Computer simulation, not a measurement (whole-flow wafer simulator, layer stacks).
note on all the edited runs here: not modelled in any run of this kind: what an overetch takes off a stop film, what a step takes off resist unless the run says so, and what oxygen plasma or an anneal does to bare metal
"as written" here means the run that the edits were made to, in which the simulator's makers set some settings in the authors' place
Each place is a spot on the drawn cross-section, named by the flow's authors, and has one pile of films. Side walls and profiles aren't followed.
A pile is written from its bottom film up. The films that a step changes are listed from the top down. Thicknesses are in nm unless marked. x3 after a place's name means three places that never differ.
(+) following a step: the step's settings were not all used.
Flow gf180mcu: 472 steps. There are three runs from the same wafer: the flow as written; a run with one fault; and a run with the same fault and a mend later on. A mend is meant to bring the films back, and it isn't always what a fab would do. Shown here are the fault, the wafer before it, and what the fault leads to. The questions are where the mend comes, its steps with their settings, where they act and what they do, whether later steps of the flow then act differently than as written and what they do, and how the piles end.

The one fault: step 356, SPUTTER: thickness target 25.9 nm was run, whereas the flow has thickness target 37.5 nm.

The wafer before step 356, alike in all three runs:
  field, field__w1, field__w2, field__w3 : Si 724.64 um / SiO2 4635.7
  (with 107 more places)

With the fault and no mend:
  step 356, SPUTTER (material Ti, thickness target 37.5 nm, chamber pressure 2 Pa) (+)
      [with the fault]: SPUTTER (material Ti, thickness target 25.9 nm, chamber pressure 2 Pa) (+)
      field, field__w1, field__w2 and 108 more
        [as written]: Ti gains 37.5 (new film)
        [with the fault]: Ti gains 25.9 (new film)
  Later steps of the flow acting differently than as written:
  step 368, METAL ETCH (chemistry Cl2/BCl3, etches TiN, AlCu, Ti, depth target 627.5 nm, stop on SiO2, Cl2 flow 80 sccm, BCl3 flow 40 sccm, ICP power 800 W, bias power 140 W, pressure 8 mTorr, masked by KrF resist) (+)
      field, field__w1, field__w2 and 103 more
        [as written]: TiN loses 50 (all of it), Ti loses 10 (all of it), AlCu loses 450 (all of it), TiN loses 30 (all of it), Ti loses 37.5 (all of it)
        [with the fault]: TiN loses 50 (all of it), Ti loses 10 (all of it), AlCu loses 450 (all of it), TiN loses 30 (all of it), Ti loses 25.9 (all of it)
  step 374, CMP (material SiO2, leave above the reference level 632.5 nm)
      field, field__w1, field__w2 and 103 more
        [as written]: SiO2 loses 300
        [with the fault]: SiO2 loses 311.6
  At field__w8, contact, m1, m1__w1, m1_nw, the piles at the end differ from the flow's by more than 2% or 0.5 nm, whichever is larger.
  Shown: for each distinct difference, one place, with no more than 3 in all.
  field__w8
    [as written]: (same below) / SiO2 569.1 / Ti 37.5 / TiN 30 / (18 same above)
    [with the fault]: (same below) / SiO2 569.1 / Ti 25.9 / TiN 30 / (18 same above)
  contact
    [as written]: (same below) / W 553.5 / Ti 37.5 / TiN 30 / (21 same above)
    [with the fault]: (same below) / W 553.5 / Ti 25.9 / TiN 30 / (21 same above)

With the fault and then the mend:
  The mend stands after step 356.
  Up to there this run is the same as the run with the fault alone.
  step 356a, SPUTTER (material Ti, thickness target 11.6 nm, chamber pressure 2 Pa) (+) (the flow's step 356, run once more with other settings)
      field, field__w1, field__w2 and 108 more
        Ti gains 11.6
  None of the later steps of the flow acts differently than as written at any place that is followed.
  By the end, the piles equal the flow's at every place that both follow.
